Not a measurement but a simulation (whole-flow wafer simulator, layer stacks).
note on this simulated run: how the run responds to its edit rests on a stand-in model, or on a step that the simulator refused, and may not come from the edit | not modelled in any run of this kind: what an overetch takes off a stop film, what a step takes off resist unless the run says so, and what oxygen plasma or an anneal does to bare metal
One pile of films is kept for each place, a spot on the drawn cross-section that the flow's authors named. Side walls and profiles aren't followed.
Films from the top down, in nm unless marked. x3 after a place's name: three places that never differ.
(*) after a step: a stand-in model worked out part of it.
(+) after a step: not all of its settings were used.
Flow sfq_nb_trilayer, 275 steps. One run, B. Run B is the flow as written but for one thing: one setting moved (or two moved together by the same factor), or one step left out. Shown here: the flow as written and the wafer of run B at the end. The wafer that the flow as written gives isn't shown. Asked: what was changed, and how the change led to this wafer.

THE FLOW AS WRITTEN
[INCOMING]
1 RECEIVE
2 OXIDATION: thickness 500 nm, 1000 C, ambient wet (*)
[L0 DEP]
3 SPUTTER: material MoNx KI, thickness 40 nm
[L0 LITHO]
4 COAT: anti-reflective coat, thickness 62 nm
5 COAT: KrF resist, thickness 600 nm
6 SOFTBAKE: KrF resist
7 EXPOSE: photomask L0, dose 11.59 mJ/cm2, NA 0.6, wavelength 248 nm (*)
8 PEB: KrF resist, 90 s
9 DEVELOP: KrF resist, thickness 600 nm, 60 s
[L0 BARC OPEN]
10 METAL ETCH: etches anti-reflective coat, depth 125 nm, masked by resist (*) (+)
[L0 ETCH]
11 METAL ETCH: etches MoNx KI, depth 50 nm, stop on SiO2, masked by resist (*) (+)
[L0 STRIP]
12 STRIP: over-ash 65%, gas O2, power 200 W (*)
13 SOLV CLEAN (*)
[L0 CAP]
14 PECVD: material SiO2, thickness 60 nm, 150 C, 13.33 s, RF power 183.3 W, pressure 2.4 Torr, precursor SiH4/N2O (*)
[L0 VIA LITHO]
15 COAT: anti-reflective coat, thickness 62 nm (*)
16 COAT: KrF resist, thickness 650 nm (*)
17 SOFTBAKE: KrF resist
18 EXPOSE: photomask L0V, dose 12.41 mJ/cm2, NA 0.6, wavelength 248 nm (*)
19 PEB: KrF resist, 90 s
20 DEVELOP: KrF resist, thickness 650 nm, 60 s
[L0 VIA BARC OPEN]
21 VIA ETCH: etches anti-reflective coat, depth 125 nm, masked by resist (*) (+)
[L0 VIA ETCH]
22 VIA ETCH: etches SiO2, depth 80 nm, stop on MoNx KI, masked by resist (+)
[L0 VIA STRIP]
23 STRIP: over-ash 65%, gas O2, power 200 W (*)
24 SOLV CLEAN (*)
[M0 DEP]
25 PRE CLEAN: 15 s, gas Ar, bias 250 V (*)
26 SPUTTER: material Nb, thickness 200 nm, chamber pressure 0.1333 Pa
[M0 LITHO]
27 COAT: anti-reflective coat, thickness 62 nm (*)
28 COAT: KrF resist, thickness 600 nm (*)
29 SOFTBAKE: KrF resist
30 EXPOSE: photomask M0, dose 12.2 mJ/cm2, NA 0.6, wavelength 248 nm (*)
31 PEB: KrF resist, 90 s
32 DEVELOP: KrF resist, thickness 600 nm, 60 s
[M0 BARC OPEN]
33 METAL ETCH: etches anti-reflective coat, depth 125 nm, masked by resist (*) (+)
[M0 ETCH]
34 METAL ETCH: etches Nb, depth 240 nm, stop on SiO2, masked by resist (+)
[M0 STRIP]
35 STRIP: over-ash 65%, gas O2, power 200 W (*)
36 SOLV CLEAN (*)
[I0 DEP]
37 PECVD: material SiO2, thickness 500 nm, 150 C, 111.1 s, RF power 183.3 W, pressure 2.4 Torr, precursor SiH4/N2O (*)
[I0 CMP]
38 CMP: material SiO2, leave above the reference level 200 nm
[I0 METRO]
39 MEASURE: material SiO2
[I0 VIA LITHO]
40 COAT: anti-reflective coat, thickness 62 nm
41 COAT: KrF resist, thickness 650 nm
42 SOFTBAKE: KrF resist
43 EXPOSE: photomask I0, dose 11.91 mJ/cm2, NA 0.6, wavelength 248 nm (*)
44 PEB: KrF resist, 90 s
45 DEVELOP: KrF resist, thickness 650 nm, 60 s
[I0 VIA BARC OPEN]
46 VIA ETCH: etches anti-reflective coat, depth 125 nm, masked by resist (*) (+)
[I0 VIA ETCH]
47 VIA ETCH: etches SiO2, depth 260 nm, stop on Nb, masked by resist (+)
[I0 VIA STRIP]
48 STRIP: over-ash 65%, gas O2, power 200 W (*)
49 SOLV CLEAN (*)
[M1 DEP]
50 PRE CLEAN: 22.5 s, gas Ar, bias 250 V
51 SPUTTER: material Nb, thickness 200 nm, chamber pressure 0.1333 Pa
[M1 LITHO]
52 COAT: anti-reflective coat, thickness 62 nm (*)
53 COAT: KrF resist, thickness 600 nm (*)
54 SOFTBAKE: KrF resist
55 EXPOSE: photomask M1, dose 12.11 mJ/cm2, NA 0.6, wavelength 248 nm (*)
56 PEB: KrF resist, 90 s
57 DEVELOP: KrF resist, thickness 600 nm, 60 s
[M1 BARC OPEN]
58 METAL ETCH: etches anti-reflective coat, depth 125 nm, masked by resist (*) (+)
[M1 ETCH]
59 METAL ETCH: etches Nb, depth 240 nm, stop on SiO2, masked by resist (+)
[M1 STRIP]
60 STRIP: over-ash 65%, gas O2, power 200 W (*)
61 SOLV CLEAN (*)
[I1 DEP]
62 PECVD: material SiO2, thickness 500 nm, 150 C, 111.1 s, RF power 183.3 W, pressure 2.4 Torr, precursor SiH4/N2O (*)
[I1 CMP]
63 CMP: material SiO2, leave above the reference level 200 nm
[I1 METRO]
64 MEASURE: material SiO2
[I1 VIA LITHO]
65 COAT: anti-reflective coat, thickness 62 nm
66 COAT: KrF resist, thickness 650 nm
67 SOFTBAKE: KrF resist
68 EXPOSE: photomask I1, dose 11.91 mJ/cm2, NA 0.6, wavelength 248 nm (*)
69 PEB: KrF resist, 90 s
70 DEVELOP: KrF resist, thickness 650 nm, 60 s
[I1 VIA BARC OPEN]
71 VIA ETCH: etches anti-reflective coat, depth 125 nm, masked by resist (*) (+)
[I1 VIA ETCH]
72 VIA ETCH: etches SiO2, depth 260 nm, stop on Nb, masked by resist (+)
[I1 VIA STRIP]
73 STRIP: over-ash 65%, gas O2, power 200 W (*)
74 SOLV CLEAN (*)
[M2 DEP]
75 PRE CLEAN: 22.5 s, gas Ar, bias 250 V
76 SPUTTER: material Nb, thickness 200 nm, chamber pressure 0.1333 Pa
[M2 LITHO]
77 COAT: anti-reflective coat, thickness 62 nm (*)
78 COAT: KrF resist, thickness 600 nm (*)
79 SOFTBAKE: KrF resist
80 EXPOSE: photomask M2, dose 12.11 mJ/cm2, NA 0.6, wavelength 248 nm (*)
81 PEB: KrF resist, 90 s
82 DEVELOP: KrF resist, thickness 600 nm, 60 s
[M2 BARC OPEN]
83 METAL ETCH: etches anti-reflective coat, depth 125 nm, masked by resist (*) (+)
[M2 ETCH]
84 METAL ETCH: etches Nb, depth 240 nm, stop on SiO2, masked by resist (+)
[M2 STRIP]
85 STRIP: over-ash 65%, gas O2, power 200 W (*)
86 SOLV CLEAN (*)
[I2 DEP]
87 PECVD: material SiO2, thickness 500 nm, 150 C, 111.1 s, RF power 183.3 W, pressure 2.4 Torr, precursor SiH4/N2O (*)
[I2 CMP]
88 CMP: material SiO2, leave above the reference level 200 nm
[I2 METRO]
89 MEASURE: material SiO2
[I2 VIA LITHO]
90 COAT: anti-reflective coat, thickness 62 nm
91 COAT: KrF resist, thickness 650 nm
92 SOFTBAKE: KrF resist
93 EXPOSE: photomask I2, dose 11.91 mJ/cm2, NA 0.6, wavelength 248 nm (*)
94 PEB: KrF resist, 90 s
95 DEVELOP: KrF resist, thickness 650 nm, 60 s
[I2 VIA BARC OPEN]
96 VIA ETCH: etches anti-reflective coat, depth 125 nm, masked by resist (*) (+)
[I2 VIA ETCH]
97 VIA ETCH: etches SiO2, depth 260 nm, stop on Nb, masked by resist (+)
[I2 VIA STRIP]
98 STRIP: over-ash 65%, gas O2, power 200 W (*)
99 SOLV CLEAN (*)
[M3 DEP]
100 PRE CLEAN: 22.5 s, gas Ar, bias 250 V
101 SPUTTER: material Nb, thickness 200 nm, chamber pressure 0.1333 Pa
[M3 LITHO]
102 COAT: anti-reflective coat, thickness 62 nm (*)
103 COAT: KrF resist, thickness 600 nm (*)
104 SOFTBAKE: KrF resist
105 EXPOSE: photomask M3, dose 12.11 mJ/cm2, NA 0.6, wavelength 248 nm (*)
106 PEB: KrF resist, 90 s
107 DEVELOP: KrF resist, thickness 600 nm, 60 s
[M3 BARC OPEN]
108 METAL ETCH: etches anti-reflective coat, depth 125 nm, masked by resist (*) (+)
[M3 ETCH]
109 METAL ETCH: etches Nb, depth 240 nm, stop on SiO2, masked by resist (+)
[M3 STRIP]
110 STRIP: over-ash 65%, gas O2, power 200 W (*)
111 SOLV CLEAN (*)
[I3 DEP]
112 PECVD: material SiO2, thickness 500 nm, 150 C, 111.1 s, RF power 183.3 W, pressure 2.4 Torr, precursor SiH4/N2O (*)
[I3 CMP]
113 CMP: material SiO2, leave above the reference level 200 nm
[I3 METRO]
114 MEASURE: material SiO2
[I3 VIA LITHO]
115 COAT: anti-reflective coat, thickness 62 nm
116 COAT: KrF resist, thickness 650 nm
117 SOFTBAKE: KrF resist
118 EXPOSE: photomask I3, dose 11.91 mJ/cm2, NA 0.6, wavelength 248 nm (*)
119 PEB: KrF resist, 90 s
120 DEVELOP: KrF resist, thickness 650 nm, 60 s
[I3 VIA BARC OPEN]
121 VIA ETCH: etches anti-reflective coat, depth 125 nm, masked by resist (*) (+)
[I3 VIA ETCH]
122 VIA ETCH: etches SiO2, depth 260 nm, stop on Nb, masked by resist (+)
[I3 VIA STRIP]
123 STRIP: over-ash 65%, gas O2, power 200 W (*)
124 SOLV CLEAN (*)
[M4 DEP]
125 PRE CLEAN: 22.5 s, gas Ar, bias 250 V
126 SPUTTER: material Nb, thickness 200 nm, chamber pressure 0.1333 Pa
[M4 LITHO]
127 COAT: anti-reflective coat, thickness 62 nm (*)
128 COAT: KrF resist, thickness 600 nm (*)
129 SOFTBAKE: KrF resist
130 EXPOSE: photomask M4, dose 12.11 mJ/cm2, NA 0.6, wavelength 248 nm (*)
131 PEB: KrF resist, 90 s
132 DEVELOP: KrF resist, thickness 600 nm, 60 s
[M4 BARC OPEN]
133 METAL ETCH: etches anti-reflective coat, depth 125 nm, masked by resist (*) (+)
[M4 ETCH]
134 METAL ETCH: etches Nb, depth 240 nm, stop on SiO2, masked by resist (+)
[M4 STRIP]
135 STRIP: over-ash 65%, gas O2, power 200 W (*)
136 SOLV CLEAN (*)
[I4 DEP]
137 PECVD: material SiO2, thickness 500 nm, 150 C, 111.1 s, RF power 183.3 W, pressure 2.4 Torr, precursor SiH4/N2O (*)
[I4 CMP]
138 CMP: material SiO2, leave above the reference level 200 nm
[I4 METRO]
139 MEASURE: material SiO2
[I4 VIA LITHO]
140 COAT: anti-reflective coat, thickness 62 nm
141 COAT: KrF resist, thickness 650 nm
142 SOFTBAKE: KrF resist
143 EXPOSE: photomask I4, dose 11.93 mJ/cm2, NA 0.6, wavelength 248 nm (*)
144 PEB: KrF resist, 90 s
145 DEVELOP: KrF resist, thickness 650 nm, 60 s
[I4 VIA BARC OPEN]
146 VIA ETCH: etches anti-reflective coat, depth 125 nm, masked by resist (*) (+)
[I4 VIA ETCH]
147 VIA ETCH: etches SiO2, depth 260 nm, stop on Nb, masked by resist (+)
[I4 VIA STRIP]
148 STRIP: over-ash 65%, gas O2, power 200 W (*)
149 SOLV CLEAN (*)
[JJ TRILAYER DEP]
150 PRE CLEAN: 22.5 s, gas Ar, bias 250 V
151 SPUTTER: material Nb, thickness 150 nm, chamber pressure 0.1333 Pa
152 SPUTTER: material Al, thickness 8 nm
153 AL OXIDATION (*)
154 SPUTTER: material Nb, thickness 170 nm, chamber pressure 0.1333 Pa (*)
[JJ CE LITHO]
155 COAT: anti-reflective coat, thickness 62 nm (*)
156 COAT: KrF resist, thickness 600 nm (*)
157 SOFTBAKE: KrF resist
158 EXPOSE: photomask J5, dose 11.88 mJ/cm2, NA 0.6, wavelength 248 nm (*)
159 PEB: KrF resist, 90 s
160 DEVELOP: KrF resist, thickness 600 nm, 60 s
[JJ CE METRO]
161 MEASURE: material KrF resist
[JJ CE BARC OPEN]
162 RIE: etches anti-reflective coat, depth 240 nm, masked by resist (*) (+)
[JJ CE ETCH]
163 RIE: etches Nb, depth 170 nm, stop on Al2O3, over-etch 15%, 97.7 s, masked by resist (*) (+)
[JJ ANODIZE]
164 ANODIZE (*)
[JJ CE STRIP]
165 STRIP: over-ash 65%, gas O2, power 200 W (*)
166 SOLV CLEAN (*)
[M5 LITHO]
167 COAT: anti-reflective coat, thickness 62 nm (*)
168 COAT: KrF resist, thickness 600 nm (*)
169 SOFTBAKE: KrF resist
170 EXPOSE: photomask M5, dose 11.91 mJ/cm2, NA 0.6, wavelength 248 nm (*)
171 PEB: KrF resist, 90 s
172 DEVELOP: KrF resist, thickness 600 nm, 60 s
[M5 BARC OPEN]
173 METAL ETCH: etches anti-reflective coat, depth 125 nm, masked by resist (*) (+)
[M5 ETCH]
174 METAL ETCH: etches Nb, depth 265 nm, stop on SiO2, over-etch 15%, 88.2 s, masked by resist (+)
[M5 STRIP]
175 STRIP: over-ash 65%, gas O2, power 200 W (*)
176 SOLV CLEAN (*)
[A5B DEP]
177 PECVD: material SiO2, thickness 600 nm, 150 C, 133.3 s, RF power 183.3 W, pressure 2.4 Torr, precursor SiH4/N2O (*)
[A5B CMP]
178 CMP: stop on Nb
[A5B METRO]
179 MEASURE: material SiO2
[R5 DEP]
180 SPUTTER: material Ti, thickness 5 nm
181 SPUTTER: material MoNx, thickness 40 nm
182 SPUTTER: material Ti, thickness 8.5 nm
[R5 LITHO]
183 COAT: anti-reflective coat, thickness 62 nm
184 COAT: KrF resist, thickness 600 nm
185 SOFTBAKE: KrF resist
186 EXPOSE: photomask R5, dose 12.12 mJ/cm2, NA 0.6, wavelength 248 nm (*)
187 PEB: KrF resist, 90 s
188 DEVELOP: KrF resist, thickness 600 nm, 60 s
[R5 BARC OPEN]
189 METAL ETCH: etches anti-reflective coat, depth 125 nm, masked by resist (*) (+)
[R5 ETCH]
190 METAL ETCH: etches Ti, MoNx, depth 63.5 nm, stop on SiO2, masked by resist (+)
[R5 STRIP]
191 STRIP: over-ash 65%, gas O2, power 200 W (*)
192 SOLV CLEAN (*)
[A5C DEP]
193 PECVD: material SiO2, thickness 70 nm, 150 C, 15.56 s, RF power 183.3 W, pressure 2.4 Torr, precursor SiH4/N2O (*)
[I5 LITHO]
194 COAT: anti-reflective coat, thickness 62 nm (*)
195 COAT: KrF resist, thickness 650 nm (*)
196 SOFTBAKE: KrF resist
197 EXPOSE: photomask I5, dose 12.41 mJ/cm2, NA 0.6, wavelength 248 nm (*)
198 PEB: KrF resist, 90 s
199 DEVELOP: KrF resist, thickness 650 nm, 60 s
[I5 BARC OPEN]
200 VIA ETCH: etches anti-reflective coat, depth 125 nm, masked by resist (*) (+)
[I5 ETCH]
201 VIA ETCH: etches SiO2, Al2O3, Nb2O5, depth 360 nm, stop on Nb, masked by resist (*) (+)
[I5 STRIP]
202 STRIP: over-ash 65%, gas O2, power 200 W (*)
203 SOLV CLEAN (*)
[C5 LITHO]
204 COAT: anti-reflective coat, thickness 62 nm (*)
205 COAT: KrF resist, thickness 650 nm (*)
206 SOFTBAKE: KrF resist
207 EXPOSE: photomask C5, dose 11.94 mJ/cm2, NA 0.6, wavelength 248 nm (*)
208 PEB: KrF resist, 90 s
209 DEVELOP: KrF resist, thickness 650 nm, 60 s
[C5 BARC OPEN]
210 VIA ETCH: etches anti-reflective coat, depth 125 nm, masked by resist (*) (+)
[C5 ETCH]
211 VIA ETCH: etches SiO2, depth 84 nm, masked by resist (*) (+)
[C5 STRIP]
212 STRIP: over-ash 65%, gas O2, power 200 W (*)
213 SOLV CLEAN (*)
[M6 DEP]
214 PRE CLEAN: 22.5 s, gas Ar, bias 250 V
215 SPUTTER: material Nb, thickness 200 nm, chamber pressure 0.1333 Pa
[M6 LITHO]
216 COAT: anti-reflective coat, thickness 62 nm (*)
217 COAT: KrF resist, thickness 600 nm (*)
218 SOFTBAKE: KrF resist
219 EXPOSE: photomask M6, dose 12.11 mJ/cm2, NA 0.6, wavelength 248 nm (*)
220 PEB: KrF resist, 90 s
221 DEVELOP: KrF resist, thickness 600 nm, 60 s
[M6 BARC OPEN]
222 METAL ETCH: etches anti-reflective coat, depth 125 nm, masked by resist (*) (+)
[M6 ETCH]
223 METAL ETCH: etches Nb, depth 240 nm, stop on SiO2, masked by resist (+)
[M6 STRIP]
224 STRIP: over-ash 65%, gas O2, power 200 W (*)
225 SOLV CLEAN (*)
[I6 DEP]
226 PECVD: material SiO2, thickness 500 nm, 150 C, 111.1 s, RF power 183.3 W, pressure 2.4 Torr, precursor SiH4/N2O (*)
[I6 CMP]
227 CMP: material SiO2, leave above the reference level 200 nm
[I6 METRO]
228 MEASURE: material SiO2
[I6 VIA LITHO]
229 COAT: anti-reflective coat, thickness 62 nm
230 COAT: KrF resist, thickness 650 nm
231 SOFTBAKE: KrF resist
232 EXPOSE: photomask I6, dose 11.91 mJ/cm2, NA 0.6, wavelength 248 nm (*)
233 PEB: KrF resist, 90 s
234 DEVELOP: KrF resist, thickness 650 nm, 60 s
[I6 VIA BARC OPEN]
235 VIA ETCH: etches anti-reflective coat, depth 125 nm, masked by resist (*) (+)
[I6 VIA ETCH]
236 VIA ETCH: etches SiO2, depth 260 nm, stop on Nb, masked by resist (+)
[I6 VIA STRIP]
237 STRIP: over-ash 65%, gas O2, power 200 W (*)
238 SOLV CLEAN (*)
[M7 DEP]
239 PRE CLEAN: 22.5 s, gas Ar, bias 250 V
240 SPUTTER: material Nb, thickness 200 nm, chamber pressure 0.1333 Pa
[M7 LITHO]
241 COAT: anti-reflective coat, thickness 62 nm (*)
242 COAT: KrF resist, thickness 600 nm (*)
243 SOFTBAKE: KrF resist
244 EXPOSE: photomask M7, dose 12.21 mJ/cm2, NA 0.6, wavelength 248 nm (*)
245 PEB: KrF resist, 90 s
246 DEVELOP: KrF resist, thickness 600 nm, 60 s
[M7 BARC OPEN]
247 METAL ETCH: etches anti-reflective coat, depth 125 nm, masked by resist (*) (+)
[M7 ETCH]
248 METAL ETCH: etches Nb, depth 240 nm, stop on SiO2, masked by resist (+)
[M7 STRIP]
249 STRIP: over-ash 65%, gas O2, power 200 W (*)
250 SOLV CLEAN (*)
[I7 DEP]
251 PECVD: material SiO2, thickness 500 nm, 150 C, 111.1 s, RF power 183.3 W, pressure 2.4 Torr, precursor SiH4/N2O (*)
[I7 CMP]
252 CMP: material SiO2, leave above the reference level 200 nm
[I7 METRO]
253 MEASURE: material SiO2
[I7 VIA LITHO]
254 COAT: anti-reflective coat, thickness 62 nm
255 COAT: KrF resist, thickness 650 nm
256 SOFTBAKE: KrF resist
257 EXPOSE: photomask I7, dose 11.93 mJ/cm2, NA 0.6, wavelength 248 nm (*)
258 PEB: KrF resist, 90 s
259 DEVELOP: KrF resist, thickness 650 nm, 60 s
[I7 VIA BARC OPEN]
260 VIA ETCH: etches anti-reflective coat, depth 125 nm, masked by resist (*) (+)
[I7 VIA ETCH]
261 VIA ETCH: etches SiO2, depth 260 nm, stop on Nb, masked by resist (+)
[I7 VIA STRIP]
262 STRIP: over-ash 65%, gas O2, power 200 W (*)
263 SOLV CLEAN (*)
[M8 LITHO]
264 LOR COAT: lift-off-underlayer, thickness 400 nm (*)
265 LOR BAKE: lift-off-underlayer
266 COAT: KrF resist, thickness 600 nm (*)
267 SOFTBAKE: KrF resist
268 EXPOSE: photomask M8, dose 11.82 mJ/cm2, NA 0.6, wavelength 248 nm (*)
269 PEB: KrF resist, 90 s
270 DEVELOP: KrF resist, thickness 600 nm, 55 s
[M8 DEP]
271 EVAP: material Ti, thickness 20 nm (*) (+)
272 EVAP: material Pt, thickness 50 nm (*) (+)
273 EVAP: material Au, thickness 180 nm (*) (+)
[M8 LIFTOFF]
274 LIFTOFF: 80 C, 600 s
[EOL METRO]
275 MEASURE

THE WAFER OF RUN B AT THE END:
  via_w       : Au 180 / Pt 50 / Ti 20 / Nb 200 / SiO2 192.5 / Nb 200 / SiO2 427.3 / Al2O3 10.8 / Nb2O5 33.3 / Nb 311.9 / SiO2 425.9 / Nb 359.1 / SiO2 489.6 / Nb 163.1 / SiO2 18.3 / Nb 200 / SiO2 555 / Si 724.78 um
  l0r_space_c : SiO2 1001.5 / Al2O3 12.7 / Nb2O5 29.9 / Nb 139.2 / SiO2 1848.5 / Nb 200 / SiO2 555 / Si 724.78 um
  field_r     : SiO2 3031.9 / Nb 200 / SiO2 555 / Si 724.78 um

The cause: step 38, CMP: leave above the reference level 286 nm was run, where the flow has leave above the reference level 200 nm.

How the change led to this, step by step:
  38 CMP: material SiO2, leave above the reference level 200 nm
      v_sur, via_wl, via_w and 94 more: SiO2 -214 (as written it would be: SiO2 -300)
      field_l, l0_sur, l0r_line_l, l0r_line_c, l0r_line_r: SiO2 -254 (as written it would be: SiO2 -340)
      (and at 4 more places)
  47 VIA ETCH: etches SiO2, depth 260 nm, stop on Nb, masked by resist (+)
      via_w: SiO2 -260 (as written it would be: SiO2 -199.8 (all of it))
  50 PRE CLEAN: 22.5 s, gas Ar, bias 250 V
      via_w: SiO2 -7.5 (as written it would be: Nb -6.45)
  51 SPUTTER: material Nb, thickness 200 nm, chamber pressure 0.1333 Pa
      via_w: Nb +163.1 (new film) (as written it would be: Nb +174.5)
  52 COAT: anti-reflective coat, thickness 62 nm (*)
      via_w: anti-reflective coat +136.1 (new film) (as written it would be: anti-reflective coat +123.1 (new film))
      via_wr: anti-reflective coat +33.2 (new film) (as written it would be: anti-reflective coat +34.9 (new film))
  53 COAT: KrF resist, thickness 600 nm (*)
      via_w: KrF resist +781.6 (new film) (as written it would be: KrF resist +731.8 (new film))
  60 STRIP: over-ash 65%, gas O2, power 200 W (*)
      via_w: KrF resist -563.6 (all of it), anti-reflective coat -136.1 (all of it) (as written it would be: KrF resist -513.8 (all of it), anti-reflective coat -123.1 (all of it))
      via_wr: KrF resist -378.6 (all of it), anti-reflective coat -33.2 (all of it) (as written it would be: KrF resist -384.4 (all of it), anti-reflective coat -34.9 (all of it))
  62 PECVD: material SiO2, thickness 500 nm, 150 C, 111.1 s, RF power 183.3 W, pressure 2.4 Torr, precursor SiH4/N2O (*)
      via_w: SiO2 +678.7 (new film) (as written it would be: SiO2 +606 (new film))
Counting metal films that touch as one body, via_w has 6 bodies (between them, from the top down: SiO2 192.5; SiO2 427.3 / Al2O3 10.8 / Nb2O5 33.3; SiO2 425.9; SiO2 489.6; SiO2 18.3); the flow as written gives 5 bodies (between them, from the top down: SiO2 192.5; SiO2 427.3 / Al2O3 10.8 / Nb2O5 33.3; SiO2 425.9; SiO2 416.9).
